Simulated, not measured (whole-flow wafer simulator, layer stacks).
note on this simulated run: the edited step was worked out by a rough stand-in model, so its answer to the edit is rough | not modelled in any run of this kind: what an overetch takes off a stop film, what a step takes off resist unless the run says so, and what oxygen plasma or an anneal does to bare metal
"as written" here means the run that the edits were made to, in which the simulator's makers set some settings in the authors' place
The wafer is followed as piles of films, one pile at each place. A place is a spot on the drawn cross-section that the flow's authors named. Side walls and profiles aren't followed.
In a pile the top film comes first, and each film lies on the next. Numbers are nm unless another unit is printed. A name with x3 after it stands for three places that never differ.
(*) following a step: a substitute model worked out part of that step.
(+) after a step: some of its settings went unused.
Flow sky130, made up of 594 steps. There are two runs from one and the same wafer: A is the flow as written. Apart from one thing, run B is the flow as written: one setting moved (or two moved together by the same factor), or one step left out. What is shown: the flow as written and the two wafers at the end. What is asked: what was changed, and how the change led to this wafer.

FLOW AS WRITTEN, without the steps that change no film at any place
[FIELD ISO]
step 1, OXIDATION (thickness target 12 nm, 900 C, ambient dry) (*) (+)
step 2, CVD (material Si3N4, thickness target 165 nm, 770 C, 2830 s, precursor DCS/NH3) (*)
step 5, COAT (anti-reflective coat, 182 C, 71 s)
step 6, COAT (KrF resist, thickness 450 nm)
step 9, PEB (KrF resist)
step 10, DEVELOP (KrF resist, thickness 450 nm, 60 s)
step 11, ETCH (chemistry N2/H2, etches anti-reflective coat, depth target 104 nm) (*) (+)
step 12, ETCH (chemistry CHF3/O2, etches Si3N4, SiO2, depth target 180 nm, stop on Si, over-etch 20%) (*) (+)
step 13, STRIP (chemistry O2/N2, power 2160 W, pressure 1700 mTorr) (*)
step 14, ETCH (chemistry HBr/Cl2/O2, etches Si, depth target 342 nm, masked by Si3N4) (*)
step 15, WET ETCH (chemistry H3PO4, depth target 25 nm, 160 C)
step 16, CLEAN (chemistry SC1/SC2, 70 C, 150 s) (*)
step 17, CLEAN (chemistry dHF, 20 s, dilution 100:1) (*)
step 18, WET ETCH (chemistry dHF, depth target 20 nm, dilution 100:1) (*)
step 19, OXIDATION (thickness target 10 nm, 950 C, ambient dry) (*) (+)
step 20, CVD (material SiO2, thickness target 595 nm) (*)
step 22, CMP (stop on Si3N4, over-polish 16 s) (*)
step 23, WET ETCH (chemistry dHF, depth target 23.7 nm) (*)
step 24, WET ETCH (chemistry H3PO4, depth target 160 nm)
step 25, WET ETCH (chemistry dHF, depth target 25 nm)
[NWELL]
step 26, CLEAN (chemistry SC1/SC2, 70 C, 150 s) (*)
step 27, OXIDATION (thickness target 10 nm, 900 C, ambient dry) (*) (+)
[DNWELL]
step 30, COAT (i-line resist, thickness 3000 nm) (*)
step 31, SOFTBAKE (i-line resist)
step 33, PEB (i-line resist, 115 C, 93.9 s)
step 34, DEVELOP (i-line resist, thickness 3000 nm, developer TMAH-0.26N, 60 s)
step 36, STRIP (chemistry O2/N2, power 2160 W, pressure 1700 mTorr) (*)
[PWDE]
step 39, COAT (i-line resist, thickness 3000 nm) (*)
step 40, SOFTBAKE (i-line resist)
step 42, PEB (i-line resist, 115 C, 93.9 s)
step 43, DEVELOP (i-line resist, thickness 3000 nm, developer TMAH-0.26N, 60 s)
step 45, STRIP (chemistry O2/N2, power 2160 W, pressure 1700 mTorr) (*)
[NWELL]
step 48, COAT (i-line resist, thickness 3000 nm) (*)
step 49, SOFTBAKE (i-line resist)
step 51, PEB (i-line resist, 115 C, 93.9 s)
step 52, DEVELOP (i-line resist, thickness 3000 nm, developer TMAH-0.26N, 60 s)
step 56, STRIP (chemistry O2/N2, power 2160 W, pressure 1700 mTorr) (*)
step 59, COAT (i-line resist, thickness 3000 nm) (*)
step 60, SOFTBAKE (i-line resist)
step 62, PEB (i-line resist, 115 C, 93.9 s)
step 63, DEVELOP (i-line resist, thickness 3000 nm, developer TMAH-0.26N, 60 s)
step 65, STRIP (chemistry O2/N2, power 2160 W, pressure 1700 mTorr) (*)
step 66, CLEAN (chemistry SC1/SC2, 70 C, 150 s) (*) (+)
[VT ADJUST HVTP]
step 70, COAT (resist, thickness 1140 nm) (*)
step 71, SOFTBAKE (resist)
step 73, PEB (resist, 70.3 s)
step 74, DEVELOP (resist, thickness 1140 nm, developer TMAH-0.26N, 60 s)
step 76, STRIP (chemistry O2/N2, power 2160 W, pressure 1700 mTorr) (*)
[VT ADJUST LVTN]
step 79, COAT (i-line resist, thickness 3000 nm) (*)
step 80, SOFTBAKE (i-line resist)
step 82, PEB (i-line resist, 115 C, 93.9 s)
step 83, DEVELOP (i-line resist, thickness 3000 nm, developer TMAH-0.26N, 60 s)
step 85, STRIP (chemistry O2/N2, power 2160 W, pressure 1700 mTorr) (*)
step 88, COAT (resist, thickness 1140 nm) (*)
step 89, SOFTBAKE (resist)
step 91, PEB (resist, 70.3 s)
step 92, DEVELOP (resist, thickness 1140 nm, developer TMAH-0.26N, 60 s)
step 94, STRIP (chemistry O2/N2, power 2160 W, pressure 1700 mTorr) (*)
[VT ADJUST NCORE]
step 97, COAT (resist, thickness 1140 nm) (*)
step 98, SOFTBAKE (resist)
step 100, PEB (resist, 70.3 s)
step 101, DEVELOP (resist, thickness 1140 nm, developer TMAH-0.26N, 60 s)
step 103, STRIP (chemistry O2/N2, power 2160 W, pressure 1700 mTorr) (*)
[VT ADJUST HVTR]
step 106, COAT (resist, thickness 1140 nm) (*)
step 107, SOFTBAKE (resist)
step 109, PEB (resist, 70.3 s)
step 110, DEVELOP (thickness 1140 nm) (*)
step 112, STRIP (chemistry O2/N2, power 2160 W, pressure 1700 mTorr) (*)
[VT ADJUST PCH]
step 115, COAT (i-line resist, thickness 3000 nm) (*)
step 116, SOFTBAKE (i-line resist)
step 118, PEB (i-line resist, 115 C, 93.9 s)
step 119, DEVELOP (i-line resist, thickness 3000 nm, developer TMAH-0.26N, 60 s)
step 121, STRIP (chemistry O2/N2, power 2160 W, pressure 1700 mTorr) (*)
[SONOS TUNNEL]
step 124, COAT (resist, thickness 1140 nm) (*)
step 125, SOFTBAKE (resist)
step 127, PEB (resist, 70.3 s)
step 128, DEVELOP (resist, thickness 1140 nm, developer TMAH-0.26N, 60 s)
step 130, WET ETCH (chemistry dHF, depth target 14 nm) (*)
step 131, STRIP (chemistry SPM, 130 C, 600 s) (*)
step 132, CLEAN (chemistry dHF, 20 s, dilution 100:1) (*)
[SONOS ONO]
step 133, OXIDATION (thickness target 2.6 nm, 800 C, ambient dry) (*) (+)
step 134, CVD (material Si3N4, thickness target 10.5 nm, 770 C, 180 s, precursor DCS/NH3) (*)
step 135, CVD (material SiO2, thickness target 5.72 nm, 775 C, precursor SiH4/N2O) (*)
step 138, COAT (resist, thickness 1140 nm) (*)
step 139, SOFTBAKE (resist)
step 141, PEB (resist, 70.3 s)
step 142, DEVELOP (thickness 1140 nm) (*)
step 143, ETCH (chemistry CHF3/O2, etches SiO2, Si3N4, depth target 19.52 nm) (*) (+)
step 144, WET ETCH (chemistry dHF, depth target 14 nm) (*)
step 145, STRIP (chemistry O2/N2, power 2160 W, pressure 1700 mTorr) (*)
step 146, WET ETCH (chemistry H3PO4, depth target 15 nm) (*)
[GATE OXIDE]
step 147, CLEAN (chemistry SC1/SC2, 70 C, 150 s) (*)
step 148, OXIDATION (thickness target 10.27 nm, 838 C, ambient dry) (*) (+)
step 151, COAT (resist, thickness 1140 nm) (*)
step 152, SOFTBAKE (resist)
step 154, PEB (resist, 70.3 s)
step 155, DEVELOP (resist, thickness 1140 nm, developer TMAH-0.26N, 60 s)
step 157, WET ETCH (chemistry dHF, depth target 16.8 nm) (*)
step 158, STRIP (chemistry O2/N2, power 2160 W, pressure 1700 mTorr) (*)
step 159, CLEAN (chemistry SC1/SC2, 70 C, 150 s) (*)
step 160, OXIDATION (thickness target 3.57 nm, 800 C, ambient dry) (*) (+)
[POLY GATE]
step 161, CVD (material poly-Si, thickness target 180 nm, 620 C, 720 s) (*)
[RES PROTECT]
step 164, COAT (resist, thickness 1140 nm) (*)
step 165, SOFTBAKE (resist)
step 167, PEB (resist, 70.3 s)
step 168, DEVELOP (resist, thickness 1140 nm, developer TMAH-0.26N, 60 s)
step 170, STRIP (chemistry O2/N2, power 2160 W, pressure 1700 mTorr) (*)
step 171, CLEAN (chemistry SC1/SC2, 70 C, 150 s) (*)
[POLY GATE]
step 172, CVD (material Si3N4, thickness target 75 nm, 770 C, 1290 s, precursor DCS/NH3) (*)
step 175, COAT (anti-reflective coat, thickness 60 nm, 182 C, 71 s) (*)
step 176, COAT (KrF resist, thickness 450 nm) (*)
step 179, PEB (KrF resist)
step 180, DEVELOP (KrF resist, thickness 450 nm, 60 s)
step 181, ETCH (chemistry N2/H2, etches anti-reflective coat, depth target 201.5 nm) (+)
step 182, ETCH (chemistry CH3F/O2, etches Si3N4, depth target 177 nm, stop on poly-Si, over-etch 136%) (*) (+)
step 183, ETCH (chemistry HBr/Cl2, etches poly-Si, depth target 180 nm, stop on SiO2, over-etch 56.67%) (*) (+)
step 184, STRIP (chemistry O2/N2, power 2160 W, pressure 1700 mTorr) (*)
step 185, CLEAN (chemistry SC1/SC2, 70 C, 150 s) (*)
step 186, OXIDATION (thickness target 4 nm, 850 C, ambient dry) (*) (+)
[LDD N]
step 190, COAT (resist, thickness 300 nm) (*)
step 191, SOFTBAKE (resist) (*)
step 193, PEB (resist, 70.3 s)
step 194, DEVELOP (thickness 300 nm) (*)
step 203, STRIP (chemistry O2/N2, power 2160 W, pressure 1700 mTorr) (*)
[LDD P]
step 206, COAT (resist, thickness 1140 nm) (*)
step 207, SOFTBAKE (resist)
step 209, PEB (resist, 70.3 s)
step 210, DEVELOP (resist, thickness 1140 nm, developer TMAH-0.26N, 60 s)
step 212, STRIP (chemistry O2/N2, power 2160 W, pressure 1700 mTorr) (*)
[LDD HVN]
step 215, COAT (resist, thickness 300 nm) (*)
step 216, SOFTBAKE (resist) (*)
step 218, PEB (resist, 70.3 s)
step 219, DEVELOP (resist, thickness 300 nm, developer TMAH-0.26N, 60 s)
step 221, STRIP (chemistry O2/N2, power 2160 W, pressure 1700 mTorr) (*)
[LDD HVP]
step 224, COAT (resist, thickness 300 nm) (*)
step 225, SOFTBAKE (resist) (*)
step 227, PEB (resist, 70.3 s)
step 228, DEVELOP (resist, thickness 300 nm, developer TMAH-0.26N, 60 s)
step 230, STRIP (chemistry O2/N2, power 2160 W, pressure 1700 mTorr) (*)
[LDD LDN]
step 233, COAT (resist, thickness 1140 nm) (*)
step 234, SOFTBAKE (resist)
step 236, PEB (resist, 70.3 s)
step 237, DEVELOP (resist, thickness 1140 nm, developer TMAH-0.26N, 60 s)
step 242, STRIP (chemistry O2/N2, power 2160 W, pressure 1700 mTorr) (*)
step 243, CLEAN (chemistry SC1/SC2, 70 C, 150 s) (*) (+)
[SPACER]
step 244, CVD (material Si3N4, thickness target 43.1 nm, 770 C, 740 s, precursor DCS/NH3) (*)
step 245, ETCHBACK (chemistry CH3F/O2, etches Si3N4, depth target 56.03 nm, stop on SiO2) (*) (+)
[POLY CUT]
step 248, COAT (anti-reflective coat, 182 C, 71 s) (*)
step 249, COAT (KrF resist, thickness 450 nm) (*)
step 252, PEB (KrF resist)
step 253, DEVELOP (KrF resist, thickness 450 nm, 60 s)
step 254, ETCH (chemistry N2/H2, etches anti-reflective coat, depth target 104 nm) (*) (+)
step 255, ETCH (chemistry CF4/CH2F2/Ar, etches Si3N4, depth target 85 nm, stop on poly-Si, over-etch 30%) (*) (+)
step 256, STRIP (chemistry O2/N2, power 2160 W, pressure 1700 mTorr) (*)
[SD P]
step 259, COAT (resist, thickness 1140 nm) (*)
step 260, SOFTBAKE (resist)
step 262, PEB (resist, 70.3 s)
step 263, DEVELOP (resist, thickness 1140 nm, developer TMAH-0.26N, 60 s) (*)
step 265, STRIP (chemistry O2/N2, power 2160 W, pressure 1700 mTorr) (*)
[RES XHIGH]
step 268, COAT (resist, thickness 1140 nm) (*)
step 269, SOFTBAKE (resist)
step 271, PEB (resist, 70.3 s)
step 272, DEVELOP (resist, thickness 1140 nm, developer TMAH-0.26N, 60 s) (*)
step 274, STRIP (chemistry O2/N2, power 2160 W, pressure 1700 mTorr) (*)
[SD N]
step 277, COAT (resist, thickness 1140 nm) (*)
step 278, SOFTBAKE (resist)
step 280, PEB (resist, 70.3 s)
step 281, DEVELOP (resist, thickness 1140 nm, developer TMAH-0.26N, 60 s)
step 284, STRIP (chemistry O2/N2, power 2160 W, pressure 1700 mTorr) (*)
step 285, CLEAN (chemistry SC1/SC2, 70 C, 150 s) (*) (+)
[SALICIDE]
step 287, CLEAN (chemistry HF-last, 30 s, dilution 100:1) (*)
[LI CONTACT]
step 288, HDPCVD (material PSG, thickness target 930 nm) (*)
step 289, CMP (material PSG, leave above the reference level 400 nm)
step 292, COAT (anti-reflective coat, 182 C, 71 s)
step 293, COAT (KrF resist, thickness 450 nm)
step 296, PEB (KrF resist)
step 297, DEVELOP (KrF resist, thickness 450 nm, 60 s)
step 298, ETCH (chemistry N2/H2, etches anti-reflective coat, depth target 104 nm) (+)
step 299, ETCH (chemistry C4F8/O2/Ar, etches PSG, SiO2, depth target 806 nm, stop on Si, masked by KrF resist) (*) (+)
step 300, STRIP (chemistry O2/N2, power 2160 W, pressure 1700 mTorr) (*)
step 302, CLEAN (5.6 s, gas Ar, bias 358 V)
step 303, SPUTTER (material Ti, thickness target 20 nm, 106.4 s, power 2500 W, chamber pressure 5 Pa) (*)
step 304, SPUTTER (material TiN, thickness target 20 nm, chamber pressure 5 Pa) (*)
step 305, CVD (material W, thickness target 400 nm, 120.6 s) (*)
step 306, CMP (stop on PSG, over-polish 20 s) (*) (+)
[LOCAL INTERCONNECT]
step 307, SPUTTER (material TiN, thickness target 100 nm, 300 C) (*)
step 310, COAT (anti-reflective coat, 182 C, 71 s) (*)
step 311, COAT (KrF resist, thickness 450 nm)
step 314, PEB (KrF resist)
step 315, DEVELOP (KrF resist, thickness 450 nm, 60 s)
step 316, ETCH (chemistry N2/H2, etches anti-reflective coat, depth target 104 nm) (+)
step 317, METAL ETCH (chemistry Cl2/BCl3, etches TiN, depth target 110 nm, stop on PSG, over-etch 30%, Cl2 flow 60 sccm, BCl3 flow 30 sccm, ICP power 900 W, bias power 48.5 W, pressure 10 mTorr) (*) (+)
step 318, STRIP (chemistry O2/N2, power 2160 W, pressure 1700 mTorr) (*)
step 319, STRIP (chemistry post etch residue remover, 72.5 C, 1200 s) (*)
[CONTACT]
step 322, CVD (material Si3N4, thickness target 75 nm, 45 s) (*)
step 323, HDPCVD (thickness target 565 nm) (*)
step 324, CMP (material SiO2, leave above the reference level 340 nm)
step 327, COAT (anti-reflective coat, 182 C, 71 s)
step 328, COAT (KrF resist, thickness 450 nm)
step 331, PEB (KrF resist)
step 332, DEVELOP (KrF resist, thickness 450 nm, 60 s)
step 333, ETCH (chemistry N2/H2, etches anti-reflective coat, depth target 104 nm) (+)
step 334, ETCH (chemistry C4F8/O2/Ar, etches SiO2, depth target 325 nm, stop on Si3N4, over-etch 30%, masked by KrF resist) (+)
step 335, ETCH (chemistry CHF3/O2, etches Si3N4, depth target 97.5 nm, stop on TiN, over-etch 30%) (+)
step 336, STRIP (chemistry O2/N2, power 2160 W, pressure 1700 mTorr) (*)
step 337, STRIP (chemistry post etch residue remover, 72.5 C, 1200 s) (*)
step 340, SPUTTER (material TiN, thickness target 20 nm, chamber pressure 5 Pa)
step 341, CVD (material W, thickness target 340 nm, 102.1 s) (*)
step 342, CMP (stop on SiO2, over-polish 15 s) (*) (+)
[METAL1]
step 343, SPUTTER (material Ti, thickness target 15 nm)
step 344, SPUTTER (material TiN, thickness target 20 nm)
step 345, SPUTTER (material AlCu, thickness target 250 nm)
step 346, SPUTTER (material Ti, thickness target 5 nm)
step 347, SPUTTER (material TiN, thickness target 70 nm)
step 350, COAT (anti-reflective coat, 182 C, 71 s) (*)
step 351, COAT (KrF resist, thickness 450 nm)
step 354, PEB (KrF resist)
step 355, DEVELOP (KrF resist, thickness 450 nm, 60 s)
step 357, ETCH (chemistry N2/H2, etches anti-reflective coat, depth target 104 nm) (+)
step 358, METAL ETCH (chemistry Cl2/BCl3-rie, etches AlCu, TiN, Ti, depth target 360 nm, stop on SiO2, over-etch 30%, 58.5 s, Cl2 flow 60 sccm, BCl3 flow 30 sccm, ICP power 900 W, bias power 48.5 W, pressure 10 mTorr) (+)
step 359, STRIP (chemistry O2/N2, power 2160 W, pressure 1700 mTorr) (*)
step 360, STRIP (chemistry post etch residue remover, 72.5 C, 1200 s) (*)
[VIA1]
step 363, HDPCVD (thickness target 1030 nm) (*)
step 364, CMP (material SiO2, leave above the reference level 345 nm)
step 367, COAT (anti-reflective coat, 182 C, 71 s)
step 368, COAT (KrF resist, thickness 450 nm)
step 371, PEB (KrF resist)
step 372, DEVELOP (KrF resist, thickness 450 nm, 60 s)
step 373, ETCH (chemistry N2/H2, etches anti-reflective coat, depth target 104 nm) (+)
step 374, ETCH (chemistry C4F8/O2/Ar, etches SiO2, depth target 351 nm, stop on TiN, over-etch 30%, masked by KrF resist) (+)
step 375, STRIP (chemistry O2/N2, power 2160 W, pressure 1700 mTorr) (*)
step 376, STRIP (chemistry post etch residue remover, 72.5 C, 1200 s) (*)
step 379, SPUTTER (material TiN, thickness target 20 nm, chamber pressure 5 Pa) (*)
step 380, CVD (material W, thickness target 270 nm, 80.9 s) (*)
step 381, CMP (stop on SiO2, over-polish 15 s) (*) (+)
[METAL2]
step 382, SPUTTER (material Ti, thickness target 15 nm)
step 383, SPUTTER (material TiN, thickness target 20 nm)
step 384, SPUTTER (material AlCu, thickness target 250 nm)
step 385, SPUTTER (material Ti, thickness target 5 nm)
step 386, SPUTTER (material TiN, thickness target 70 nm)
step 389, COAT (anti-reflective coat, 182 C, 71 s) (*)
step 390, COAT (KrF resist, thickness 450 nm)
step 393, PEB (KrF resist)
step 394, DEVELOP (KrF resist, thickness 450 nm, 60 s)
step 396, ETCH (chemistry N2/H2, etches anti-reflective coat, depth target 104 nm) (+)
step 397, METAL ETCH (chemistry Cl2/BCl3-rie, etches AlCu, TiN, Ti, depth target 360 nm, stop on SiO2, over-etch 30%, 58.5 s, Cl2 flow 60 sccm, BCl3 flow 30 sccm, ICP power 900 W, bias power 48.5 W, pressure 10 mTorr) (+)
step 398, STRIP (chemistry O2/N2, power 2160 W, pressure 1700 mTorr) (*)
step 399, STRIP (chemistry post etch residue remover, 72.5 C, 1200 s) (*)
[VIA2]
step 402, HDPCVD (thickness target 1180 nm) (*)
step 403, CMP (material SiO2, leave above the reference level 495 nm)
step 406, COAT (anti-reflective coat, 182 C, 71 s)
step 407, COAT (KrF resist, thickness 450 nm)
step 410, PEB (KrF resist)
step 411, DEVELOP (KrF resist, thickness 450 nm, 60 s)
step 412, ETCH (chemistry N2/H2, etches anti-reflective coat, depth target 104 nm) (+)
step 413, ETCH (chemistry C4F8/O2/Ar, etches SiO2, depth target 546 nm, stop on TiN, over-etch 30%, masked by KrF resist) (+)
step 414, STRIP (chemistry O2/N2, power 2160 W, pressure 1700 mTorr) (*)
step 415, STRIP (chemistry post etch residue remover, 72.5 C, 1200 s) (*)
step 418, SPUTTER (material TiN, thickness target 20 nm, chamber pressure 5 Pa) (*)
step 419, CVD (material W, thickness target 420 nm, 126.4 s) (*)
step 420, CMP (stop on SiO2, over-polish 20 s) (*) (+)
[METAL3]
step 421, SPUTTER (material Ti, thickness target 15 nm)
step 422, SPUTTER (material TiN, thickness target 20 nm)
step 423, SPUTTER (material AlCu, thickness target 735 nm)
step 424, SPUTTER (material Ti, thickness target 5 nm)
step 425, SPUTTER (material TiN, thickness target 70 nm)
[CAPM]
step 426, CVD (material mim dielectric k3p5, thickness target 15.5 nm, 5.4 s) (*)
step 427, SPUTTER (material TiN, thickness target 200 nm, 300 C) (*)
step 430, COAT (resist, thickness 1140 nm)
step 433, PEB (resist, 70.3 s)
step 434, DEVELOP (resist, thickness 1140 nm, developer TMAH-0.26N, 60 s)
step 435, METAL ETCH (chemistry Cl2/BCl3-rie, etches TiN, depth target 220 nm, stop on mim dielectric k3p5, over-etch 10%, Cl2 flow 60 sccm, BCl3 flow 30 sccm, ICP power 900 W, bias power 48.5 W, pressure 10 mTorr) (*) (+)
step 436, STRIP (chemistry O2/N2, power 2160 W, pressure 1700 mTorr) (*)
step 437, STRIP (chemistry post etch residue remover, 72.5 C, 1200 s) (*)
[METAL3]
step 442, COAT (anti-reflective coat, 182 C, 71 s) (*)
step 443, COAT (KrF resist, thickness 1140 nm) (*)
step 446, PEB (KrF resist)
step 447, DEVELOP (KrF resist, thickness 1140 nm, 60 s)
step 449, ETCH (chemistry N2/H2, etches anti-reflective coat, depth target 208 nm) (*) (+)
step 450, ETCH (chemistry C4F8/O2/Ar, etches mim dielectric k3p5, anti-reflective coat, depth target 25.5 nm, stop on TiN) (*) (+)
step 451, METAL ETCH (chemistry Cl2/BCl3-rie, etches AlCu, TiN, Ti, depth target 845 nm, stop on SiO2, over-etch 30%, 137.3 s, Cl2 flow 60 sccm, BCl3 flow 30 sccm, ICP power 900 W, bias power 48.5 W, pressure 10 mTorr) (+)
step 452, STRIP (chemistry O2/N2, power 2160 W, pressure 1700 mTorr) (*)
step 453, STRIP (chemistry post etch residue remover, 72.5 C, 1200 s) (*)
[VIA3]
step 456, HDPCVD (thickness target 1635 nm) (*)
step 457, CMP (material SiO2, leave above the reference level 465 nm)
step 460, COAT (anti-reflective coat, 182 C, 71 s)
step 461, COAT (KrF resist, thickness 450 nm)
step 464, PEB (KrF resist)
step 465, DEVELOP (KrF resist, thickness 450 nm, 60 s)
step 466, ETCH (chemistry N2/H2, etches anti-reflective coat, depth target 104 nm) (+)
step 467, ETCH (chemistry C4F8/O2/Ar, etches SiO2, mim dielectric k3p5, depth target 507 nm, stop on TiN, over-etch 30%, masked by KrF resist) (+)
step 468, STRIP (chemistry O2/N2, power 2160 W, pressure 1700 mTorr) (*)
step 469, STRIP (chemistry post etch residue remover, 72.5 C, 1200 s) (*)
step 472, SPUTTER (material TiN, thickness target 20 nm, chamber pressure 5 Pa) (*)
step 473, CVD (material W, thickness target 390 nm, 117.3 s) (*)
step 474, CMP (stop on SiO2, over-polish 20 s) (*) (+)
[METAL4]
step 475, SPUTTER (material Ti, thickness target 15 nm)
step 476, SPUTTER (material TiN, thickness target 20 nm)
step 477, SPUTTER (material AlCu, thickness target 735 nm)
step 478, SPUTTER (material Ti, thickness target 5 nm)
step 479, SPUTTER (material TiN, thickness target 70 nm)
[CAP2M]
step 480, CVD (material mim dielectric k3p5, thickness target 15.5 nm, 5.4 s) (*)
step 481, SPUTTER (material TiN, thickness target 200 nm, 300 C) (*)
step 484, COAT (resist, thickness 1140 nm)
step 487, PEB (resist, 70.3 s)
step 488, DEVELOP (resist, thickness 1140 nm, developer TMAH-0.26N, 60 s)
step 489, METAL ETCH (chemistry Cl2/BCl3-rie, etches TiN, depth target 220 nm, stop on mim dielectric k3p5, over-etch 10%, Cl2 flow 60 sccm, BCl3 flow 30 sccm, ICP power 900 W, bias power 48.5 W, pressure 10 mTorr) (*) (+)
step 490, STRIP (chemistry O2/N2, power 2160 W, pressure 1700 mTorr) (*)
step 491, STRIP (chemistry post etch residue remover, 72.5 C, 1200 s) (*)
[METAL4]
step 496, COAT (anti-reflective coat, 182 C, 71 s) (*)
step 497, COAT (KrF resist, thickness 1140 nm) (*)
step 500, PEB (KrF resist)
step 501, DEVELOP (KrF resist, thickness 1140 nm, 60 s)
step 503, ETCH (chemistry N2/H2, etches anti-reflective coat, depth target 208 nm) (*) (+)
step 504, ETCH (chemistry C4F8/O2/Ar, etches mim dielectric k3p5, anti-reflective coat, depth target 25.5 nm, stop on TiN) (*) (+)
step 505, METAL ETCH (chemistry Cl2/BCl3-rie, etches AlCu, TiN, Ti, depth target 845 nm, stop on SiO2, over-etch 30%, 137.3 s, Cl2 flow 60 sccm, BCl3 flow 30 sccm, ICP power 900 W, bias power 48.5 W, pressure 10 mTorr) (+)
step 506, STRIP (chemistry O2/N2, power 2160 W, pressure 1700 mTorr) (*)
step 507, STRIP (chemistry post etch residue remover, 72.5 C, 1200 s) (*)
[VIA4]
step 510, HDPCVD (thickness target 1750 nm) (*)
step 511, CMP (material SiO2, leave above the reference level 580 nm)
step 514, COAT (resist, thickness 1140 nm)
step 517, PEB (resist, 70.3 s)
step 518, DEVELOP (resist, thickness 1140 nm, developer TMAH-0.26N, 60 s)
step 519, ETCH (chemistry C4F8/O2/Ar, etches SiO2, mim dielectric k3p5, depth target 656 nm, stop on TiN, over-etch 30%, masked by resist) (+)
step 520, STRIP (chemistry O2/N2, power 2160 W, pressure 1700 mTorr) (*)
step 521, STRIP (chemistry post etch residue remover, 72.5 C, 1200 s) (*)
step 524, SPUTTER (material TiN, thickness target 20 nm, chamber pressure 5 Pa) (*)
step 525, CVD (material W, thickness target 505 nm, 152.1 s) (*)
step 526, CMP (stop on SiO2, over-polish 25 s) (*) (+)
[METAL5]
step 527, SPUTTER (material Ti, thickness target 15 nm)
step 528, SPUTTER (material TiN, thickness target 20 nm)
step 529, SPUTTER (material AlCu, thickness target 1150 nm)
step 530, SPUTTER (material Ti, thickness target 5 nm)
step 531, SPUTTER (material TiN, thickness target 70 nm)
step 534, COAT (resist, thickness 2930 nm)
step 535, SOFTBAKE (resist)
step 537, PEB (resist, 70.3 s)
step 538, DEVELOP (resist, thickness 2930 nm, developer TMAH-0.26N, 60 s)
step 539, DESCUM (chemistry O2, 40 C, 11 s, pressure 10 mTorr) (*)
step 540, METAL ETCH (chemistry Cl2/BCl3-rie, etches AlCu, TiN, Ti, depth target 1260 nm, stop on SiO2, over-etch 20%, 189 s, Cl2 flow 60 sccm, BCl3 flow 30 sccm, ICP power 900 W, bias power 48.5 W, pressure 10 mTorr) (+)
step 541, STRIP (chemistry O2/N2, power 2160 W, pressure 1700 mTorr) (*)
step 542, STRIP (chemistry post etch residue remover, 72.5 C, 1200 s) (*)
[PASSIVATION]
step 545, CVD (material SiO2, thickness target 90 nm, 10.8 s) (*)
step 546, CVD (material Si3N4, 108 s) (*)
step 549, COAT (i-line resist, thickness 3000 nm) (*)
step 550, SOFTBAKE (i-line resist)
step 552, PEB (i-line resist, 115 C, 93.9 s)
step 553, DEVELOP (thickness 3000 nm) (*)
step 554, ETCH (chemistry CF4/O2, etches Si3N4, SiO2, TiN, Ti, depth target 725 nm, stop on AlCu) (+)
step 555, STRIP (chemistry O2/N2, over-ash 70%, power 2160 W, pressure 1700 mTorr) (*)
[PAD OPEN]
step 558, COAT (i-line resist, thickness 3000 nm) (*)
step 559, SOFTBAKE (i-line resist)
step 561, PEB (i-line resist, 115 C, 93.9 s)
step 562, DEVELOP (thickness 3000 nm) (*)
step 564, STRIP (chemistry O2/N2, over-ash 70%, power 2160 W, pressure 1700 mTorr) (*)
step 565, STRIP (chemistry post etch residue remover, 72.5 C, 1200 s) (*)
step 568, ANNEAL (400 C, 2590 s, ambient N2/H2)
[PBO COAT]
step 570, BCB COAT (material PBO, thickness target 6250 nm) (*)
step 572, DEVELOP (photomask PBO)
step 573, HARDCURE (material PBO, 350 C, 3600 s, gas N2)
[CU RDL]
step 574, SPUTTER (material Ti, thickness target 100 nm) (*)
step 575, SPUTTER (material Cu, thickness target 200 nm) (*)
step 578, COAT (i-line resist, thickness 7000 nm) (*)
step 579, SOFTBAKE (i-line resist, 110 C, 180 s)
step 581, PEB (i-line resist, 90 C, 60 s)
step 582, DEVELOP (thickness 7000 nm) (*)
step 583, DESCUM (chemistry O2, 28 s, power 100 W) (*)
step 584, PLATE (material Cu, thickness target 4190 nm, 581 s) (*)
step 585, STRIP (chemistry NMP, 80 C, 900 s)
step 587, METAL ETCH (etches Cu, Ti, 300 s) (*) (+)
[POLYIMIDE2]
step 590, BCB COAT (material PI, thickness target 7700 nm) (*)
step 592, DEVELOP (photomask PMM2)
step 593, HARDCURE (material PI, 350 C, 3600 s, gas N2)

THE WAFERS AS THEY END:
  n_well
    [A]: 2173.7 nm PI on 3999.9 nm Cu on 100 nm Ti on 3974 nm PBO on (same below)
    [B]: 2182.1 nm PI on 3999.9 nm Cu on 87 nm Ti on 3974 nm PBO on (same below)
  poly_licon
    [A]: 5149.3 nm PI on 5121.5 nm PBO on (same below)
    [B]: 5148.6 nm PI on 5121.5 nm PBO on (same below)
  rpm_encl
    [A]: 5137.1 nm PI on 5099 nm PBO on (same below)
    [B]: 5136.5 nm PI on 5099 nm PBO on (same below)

Cause: step 574, SPUTTER: thickness target 87 nm was run, whereas the flow has thickness target 100 nm.
One can read it off the wafer: n_well has Ti 87, and step 574 as written asks for 100 nm.

The path from the change to this, step by step:
  step 574, SPUTTER (material Ti, thickness target 100 nm) (*)
      field, active, n_well and 190 more: A Ti gains 100 (new film) | B Ti gains 87 (new film)
  step 587, METAL ETCH (etches Cu, Ti, 300 s) (*) (+)
      field, active, gate and 167 more: A Cu loses 200 (all of it), Ti loses 100 (all of it) | B Cu loses 200 (all of it), Ti loses 87 (all of it)
  step 590, BCB COAT (material PI, thickness target 7700 nm) (*)
      de16_gate_nw: A PI gains 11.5 um (new film) | B PI gains 11.49 um (new film)
